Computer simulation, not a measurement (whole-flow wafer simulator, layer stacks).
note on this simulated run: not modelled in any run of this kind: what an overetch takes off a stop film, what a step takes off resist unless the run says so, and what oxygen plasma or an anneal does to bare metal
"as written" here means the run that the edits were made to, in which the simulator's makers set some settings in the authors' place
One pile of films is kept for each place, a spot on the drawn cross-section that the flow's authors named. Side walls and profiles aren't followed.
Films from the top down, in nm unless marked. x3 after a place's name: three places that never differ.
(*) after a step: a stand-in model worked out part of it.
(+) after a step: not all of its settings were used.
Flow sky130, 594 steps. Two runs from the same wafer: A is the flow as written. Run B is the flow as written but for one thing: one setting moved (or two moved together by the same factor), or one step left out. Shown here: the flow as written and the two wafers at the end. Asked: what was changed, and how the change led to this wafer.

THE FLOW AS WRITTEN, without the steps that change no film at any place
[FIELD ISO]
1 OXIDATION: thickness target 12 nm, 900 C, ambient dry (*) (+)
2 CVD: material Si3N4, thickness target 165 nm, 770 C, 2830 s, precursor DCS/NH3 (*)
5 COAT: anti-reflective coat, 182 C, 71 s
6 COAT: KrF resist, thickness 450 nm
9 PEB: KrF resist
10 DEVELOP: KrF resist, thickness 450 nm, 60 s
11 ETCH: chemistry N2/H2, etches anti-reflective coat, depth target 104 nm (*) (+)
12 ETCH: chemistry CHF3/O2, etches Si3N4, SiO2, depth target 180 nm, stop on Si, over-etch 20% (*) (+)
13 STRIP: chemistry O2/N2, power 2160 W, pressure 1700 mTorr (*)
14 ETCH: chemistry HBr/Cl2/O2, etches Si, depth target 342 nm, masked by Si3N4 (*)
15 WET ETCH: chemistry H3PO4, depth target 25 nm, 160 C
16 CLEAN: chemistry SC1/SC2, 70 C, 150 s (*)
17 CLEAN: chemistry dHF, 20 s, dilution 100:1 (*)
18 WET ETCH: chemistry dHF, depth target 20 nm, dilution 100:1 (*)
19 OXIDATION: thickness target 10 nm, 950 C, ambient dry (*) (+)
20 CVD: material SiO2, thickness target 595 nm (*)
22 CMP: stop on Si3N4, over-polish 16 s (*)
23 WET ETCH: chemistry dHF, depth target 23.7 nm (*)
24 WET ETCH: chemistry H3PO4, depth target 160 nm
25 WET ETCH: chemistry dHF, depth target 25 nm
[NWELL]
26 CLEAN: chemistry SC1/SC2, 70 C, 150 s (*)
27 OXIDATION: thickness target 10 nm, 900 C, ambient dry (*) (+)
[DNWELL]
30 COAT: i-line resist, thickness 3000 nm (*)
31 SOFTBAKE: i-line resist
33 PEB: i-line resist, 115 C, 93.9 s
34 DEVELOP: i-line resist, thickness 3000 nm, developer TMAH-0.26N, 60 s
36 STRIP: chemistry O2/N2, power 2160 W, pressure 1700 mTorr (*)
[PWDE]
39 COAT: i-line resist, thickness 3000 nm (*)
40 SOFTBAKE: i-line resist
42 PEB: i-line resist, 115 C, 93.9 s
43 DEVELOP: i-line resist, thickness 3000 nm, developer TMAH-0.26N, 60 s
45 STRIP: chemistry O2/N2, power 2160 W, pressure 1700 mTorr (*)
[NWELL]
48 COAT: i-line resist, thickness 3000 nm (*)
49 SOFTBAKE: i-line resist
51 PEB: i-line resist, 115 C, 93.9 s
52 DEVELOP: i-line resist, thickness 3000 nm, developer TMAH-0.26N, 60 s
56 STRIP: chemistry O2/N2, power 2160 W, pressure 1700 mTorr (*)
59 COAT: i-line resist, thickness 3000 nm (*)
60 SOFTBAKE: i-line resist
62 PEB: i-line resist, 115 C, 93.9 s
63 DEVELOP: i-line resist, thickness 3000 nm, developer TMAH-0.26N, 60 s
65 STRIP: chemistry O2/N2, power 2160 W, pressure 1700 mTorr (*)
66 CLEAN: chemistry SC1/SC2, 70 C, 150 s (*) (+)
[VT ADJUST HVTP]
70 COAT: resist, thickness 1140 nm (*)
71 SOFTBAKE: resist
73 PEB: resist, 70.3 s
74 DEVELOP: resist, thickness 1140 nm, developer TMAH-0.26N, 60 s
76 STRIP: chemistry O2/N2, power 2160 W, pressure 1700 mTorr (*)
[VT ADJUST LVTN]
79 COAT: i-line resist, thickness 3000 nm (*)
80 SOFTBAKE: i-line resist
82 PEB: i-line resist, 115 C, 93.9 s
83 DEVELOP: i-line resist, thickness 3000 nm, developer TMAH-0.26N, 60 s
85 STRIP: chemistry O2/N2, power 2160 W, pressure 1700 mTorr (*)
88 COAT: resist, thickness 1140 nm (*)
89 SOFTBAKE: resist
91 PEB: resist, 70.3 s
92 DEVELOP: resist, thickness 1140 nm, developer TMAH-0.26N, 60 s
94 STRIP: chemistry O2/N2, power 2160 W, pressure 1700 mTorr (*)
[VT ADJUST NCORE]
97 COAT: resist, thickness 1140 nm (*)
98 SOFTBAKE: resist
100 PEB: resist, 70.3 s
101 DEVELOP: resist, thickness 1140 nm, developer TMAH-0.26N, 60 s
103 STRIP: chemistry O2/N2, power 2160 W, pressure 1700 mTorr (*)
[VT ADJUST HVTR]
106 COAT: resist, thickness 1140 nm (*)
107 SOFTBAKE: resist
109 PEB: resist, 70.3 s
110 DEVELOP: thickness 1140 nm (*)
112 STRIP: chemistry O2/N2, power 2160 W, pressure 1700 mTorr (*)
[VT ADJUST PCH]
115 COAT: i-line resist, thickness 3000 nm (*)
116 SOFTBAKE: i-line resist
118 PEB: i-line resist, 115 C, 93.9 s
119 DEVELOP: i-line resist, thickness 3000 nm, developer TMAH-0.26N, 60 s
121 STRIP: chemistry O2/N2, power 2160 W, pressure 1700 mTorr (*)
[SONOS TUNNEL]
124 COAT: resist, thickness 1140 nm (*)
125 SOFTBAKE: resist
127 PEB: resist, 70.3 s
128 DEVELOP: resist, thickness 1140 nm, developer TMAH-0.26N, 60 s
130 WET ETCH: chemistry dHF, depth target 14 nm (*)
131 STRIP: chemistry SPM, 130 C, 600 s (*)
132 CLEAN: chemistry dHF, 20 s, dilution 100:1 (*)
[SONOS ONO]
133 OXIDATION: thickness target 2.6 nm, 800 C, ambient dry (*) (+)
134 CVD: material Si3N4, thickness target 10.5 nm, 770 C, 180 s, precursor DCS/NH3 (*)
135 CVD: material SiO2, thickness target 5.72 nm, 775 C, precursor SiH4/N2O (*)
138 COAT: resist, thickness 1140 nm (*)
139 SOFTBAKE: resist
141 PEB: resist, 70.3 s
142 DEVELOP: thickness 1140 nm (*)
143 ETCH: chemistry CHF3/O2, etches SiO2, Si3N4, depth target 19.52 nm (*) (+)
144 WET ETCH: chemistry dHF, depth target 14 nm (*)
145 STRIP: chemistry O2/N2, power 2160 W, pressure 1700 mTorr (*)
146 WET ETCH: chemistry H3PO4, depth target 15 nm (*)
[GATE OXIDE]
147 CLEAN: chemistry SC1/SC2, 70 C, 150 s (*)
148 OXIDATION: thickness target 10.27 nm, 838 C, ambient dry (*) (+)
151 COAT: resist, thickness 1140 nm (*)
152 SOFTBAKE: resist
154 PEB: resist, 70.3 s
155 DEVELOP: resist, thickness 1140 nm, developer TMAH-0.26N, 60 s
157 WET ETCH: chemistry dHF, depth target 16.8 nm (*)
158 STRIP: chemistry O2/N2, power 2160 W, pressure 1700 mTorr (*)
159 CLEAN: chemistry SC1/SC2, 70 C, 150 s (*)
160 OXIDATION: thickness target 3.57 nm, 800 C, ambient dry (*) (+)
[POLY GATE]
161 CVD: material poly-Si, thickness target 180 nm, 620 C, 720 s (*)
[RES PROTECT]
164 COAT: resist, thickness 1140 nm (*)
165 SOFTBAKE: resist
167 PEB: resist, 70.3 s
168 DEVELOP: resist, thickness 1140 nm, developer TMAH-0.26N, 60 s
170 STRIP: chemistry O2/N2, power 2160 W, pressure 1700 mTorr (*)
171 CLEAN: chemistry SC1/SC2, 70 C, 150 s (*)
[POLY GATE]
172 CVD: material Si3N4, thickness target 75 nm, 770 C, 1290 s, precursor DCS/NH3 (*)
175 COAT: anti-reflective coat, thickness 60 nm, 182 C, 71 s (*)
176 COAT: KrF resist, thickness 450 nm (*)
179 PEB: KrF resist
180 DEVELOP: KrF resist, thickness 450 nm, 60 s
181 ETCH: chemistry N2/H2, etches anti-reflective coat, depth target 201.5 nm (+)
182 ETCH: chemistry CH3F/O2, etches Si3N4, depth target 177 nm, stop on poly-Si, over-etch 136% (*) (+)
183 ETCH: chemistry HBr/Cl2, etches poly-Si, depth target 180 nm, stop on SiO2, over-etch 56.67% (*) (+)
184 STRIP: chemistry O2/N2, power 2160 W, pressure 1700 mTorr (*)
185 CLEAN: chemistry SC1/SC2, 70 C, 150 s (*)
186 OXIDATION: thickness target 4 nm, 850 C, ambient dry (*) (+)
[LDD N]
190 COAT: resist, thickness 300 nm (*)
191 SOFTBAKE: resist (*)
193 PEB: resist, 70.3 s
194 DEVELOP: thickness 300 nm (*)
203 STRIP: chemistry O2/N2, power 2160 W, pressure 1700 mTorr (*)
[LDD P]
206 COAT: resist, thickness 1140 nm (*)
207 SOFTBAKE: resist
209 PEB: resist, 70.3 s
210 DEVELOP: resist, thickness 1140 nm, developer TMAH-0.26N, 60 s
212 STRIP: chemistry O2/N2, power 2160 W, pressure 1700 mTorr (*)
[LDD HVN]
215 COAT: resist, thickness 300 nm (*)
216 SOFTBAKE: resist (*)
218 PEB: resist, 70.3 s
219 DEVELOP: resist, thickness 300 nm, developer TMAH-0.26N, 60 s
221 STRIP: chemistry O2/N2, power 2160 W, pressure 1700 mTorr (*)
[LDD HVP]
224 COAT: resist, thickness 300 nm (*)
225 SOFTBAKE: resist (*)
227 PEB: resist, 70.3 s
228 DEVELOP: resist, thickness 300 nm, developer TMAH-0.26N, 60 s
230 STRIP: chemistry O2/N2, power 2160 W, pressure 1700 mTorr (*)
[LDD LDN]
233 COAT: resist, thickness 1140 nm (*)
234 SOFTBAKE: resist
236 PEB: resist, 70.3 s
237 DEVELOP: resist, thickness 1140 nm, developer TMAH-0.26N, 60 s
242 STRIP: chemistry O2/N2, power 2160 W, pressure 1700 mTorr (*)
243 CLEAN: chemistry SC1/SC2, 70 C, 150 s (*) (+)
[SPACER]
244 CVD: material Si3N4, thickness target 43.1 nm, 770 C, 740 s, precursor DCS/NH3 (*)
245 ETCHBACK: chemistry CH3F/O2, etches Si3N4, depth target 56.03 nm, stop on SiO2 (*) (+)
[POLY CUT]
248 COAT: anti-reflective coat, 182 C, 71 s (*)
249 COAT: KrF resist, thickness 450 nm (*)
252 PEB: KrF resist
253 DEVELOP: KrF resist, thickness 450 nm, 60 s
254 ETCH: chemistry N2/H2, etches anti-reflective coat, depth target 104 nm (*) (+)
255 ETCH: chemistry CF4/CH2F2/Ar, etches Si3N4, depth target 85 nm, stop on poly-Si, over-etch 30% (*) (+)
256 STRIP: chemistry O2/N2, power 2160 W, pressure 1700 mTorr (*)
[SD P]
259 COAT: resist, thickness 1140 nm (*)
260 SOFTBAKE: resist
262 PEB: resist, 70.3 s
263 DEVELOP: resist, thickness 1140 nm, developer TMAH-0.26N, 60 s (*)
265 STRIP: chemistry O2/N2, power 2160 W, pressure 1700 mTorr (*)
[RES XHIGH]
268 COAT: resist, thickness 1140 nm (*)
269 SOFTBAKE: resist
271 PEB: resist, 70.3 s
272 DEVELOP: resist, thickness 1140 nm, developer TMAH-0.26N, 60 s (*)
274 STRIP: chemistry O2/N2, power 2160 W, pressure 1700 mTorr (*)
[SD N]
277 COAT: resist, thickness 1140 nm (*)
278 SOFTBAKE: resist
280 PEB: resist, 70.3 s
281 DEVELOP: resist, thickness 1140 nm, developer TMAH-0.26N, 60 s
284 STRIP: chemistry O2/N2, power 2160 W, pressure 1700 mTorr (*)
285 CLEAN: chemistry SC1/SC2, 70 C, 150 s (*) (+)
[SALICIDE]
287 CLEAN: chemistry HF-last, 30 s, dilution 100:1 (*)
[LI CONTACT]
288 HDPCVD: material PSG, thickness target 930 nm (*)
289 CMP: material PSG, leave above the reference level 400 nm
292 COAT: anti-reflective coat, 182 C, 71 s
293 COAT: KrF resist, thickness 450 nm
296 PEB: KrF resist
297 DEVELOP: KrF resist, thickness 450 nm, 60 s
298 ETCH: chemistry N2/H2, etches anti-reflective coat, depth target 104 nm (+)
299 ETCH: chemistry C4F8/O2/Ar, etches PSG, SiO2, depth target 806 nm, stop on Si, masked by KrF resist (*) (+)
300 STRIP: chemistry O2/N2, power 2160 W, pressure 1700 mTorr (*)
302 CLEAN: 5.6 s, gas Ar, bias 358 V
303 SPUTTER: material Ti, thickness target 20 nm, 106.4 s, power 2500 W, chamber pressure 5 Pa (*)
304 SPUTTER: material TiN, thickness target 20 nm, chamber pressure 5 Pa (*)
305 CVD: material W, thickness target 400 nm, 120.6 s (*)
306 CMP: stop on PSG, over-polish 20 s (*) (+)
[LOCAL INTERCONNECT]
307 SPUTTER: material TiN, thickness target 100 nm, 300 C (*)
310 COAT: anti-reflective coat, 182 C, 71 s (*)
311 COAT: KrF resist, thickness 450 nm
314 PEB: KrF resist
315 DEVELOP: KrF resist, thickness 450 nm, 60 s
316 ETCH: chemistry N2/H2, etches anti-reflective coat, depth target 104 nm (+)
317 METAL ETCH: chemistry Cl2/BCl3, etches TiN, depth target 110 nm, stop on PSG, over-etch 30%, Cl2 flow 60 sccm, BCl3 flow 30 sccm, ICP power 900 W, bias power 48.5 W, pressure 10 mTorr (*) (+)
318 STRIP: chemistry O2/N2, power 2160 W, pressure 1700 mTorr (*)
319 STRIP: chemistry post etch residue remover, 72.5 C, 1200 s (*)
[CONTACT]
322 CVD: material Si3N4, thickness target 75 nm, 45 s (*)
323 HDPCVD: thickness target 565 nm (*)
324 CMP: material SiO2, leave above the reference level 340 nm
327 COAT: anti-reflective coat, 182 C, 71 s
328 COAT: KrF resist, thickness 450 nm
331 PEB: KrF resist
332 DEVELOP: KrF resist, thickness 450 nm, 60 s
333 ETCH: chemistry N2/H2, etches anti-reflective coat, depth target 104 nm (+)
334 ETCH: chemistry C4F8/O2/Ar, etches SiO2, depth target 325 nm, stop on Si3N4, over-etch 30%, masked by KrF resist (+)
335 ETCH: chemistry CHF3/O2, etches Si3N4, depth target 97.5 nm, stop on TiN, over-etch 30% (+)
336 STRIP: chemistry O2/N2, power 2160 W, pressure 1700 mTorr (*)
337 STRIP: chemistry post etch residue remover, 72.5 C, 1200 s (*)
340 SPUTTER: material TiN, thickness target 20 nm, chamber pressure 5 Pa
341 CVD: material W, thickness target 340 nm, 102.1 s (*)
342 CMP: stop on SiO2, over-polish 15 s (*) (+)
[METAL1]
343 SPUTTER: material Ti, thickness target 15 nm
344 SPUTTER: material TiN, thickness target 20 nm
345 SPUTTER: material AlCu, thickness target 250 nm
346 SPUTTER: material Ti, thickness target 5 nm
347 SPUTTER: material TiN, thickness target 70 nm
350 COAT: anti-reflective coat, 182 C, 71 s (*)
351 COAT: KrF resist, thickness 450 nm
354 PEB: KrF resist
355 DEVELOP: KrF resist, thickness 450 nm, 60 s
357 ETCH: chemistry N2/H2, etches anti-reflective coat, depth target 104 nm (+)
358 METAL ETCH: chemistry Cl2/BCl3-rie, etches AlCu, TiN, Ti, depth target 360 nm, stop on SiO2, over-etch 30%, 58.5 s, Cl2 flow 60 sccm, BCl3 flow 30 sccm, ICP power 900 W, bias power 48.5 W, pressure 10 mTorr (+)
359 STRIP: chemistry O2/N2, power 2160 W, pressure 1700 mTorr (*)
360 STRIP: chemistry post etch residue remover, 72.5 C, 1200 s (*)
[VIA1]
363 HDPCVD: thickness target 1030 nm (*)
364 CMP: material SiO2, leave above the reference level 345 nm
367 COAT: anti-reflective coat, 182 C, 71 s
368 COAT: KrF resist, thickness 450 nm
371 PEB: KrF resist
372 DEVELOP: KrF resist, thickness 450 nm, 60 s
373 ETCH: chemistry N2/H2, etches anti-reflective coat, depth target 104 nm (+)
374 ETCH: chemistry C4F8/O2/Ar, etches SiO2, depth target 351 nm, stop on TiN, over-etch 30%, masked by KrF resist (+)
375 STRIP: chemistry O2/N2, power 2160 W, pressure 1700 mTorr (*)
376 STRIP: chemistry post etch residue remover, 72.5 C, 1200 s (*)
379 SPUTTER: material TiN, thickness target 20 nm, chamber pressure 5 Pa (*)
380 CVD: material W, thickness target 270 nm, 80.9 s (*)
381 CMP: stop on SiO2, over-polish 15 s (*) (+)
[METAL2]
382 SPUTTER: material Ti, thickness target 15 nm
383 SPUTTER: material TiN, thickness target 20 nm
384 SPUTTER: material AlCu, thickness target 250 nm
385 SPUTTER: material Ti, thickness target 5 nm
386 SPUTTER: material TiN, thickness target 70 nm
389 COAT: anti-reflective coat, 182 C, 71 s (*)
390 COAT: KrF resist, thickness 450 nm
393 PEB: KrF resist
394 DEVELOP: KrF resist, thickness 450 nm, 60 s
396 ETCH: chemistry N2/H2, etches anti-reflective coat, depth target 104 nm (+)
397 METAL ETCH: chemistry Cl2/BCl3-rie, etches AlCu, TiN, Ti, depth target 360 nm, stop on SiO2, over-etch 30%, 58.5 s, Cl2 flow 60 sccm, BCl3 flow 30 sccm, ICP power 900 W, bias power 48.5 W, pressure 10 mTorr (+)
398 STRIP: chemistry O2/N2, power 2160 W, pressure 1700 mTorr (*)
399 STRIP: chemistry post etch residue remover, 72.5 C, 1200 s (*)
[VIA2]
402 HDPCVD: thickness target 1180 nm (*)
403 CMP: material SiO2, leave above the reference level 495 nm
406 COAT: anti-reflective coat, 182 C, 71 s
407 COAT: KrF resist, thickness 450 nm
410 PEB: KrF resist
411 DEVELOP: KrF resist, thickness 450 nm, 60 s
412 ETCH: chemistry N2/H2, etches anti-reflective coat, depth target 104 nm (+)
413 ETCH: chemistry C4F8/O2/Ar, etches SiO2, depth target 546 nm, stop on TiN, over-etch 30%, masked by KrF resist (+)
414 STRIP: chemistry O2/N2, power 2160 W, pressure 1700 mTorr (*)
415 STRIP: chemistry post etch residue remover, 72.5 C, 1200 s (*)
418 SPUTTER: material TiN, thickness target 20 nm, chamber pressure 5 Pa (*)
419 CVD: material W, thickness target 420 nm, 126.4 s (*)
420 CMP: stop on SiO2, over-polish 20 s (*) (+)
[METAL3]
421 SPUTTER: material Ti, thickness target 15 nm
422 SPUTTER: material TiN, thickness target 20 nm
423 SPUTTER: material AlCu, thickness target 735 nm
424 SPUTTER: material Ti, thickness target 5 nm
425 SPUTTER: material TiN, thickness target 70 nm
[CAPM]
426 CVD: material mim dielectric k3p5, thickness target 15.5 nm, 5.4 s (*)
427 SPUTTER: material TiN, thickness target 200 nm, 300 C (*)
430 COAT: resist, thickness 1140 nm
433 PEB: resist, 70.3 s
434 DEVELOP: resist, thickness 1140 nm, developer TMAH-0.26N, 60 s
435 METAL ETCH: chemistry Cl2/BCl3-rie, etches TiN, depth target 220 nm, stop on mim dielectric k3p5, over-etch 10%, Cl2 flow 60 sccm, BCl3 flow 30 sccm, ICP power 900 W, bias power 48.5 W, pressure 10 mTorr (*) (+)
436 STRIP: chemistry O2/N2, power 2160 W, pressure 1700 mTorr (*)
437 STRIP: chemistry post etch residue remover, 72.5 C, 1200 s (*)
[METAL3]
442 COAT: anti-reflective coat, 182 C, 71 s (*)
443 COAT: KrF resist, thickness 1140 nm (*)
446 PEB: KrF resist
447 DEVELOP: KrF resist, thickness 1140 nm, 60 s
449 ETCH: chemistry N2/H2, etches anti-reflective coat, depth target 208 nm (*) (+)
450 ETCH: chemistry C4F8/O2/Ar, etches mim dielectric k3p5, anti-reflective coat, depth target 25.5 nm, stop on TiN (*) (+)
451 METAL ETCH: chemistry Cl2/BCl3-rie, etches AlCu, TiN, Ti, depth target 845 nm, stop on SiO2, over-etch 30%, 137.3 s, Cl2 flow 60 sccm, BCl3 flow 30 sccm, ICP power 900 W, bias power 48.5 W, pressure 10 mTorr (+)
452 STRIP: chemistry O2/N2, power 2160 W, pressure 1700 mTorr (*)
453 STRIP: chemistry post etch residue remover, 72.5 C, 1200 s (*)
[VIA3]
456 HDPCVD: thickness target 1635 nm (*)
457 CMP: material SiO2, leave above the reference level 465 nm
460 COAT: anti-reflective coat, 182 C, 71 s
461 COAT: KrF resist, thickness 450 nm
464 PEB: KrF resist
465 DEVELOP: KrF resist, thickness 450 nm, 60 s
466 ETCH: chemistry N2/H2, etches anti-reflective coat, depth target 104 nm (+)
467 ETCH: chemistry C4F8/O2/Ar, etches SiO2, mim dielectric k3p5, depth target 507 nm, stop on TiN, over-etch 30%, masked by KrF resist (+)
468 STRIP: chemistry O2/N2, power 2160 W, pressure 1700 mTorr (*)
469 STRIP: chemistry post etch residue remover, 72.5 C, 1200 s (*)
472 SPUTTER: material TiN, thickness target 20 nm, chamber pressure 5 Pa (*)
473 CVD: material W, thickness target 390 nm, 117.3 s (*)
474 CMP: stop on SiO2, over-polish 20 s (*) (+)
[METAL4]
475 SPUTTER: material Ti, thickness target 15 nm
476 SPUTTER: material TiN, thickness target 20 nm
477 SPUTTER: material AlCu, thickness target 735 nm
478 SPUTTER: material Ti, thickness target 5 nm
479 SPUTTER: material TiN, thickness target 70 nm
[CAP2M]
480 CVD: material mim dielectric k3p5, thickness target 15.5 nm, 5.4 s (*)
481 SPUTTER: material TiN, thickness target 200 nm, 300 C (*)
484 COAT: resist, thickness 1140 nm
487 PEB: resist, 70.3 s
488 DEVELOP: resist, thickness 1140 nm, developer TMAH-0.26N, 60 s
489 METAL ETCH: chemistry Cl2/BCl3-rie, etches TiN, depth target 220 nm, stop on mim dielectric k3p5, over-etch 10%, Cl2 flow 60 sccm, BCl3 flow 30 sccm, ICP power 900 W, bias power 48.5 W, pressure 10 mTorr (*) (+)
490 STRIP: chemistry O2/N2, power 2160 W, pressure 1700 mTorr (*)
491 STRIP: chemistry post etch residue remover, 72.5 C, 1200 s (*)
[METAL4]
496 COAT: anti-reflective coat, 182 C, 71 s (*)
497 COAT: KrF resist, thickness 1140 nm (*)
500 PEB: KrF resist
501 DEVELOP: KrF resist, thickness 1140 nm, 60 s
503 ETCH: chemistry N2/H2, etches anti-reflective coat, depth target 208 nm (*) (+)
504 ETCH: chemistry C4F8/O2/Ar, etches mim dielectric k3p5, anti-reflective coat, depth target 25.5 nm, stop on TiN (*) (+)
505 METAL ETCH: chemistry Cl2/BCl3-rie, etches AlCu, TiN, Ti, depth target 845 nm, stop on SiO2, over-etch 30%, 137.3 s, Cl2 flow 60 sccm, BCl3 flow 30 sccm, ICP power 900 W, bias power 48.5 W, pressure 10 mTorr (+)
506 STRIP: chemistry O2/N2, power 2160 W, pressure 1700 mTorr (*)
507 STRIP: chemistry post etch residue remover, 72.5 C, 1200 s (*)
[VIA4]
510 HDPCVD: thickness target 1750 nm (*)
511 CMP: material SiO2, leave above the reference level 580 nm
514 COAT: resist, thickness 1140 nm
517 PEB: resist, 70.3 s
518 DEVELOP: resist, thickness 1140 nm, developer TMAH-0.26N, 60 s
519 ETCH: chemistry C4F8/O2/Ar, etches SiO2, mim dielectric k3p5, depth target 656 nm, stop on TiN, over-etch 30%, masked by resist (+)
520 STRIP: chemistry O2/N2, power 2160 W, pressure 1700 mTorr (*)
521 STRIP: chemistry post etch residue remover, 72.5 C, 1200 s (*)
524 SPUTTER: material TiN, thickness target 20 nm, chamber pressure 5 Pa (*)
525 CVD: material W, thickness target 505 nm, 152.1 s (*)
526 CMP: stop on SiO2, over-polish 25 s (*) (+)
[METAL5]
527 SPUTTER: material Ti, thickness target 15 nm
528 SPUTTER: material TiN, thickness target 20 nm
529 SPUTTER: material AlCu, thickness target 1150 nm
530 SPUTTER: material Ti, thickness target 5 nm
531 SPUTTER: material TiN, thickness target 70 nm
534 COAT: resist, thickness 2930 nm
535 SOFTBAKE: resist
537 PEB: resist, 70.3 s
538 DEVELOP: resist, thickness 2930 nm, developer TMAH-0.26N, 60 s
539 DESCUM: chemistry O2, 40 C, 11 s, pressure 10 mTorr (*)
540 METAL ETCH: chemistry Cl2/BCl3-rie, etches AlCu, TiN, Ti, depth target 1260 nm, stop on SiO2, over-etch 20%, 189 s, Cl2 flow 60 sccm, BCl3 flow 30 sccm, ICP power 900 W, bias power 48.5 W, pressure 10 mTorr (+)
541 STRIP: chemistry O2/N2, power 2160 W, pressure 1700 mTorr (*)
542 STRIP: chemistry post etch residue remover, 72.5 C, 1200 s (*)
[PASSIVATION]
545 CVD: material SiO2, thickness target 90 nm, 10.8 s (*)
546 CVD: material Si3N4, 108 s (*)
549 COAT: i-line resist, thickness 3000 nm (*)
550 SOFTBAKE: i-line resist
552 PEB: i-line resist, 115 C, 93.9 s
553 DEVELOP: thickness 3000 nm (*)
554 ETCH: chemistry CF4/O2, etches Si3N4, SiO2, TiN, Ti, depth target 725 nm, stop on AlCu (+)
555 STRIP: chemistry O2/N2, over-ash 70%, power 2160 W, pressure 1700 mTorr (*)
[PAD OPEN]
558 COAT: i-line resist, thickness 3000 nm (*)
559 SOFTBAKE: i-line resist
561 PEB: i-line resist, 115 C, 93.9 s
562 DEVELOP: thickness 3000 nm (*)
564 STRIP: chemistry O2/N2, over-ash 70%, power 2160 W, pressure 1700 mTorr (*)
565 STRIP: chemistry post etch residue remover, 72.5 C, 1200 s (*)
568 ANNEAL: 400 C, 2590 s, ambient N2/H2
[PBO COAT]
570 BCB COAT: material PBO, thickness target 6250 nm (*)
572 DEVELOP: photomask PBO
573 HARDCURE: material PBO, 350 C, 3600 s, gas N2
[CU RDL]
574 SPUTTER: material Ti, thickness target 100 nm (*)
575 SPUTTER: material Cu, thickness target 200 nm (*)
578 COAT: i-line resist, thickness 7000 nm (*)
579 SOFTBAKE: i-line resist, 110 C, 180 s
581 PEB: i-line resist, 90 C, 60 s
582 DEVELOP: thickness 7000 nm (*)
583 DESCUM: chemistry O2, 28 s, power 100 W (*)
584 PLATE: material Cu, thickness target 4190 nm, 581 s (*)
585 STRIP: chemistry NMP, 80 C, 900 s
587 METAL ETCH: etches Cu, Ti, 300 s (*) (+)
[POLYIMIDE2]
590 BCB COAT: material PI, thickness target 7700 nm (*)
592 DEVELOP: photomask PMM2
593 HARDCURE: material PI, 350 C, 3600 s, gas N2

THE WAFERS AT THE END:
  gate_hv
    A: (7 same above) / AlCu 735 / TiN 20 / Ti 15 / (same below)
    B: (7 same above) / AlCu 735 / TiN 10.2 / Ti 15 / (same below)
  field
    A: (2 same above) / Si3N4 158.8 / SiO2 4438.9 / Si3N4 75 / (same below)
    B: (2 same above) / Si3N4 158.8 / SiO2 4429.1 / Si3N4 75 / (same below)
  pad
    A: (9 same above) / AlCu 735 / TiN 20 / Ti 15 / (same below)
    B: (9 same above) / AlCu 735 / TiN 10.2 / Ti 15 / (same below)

The cause: step 476, SPUTTER: thickness target 10.2 nm was run, where the flow has thickness target 20 nm.
It can be read off the wafer: gate_hv has TiN 10.2, and step 476 as written asks for 20 nm.

How the change led to this, step by step:
  476 SPUTTER: material TiN, thickness target 20 nm
      field, active, n_well and 189 more: A TiN +20 (new film) | B TiN +10.2 (new film)
  505 METAL ETCH: chemistry Cl2/BCl3-rie, etches AlCu, TiN, Ti, depth target 845 nm, stop on SiO2, over-etch 30%, 137.3 s, Cl2 flow 60 sccm, BCl3 flow 30 sccm, ICP power 900 W, bias power 48.5 W, pressure 10 mTorr (+)
      field, gate, spacer and 68 more: A TiN -70 (all of it), Ti -5 (all of it), AlCu -735 (all of it), TiN -20 (all of it), Ti -15 (all of it), SiO2 -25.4 | B TiN -70 (all of it), Ti -5 (all of it), AlCu -735 (all of it), TiN -10.2 (all of it), Ti -15 (all of it), SiO2 -26.3
      active, vpp_iso1, mim_edge_plate and 14 more: A TiN -70 (all of it), Ti -5 (all of it), AlCu -735 (all of it), TiN -20 (all of it), Ti -15 (all of it), SiO2 -25.3 | B TiN -70 (all of it), Ti -5 (all of it), AlCu -735 (all of it), TiN -10.2 (all of it), Ti -15 (all of it), SiO2 -26.3
  511 CMP: material SiO2, leave above the reference level 580 nm
      field, active, gate and 77 more: A SiO2 -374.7 | B SiO2 -383.5
      iso_guard__w1, mim_edge_gap, vpp_l1ln, vpp_m3ln, rpm_encl, via2_enc, rpm_encl_psd, iso_guard_nsd_tip: A SiO2 -374.6 | B SiO2 -383.5
